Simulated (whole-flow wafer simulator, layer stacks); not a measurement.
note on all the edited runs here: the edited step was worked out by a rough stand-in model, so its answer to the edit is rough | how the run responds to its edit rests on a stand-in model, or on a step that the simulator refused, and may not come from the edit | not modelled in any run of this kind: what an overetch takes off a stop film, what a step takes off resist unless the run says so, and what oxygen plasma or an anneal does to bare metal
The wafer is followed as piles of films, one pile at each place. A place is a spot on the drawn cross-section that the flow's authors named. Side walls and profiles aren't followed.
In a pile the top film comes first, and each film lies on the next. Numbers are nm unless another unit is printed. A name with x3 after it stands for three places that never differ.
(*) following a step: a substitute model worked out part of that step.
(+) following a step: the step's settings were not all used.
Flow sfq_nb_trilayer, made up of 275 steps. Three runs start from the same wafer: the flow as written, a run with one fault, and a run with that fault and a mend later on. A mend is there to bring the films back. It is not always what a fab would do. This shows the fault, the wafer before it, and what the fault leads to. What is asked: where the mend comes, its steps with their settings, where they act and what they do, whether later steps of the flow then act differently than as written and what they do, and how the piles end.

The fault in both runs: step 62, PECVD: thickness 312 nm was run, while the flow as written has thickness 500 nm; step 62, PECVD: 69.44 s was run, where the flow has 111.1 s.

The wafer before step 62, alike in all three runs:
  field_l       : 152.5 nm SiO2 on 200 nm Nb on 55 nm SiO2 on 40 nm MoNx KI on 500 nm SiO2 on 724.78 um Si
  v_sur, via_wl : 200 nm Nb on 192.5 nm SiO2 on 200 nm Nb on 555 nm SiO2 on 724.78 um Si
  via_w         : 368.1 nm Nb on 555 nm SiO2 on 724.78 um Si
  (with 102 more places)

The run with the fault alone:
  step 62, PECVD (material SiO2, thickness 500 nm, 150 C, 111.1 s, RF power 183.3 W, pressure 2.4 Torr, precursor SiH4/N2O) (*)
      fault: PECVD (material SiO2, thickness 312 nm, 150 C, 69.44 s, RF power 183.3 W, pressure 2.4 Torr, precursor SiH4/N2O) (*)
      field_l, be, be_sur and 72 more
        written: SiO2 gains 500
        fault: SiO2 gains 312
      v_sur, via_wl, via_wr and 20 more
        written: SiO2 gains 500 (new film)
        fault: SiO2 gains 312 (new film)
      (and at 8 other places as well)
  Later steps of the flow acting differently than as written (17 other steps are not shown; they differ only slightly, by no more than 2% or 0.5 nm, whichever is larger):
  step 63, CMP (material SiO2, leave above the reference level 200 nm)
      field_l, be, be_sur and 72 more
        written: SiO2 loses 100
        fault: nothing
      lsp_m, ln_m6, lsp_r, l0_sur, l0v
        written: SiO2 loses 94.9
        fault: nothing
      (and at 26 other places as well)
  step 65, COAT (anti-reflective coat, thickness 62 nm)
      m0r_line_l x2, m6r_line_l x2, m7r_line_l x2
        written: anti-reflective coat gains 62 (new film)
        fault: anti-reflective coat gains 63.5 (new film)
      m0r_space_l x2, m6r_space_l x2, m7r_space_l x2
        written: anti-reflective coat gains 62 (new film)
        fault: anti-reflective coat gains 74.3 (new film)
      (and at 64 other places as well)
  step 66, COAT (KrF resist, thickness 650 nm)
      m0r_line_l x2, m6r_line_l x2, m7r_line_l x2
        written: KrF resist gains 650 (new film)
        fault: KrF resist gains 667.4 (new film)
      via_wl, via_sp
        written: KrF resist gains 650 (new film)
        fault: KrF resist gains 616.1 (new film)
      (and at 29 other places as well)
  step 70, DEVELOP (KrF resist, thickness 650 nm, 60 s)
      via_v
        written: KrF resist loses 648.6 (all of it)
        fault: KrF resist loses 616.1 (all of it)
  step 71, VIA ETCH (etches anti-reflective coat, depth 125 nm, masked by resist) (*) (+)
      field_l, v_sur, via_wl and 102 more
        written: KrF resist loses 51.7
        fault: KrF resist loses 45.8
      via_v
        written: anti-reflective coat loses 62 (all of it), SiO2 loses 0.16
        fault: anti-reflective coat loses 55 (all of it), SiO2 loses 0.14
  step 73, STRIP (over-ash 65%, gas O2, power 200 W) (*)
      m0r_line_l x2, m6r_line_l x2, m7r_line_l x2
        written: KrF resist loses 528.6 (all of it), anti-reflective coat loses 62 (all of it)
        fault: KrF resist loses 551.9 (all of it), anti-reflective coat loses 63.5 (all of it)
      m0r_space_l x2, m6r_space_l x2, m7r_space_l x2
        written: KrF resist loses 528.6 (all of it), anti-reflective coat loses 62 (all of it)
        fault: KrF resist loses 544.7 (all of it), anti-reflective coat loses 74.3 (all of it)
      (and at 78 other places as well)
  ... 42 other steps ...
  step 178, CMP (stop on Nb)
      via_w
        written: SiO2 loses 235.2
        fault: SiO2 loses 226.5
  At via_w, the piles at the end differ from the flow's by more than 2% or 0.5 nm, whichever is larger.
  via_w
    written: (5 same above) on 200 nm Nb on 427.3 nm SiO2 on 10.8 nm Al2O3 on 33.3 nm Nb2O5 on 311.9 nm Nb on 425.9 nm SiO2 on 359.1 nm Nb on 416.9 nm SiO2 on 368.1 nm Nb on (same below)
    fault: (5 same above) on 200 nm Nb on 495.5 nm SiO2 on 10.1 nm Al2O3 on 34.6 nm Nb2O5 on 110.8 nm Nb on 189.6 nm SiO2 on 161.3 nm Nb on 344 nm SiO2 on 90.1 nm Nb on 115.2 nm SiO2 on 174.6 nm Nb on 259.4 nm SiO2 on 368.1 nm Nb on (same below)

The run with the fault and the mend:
  The mend stands after step 62.
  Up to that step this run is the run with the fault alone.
  step 62a, PECVD (material SiO2, thickness 188 nm, 150 C, 41.78 s, RF power 183.3 W, pressure 2.4 Torr, precursor SiH4/N2O) (the flow's step 62 again, with other settings)
      field_l, v_sur, via_wl and 102 more
        SiO2 gains 188
      via_w
        SiO2 gains 167.6
  Later steps of the flow acting differently than as written:
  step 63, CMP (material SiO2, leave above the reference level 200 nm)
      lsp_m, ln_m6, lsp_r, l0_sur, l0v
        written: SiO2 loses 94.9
        mend: SiO2 loses 100
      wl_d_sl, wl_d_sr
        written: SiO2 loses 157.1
        mend: SiO2 loses 100
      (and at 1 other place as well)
  By the end, the piles equal the flow's at every place that both follow.
